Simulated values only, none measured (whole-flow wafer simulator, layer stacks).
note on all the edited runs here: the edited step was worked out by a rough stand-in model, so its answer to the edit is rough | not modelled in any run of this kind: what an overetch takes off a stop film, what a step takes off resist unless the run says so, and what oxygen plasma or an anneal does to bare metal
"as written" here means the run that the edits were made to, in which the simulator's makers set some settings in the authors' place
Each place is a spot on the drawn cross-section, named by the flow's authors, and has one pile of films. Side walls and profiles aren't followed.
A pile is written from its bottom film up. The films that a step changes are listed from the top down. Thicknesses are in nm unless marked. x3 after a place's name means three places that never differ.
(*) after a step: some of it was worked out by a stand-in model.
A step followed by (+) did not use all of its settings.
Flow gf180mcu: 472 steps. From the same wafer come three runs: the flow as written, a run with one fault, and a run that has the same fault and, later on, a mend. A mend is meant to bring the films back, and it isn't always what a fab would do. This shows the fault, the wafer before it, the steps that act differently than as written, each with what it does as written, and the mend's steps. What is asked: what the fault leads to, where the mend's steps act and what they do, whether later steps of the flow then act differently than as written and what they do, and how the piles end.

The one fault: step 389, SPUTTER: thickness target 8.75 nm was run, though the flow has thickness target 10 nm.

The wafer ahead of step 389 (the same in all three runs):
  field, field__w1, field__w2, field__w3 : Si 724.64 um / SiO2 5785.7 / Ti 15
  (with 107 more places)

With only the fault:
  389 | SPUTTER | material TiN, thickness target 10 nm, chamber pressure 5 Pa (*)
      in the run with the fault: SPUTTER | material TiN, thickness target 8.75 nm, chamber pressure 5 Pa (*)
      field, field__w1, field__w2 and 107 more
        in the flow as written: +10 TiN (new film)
        in the run with the fault: +8.75 TiN (new film)
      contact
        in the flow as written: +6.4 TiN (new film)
        in the run with the fault: +5.6 TiN (new film)
  Later steps of the flow acting differently than as written (1 other step is not shown; it differs only slightly, by no more than 2% or 0.5 nm, whichever is larger):
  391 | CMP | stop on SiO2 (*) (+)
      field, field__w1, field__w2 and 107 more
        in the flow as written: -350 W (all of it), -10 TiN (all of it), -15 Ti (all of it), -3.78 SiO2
        in the run with the fault: -350 W (all of it), -8.75 TiN (all of it), -15 Ti (all of it), -3.77 SiO2
  At contact, the piles at the end differ from the flow's by more than 2% or 0.5 nm, whichever is larger.
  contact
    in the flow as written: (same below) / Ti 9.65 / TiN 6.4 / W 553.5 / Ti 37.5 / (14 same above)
    in the run with the fault: (same below) / Ti 9.65 / TiN 5.6 / W 554.3 / Ti 37.5 / (14 same above)

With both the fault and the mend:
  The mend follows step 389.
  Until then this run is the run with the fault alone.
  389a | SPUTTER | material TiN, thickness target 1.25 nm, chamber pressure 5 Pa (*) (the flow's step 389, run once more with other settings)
      field, field__w1, field__w2 and 107 more
        +1.25 TiN
      contact
        +0.8 TiN
  Later steps of the flow that are run all act as written at every place that is followed.
  By the end, the piles equal the flow's at every place that both follow.
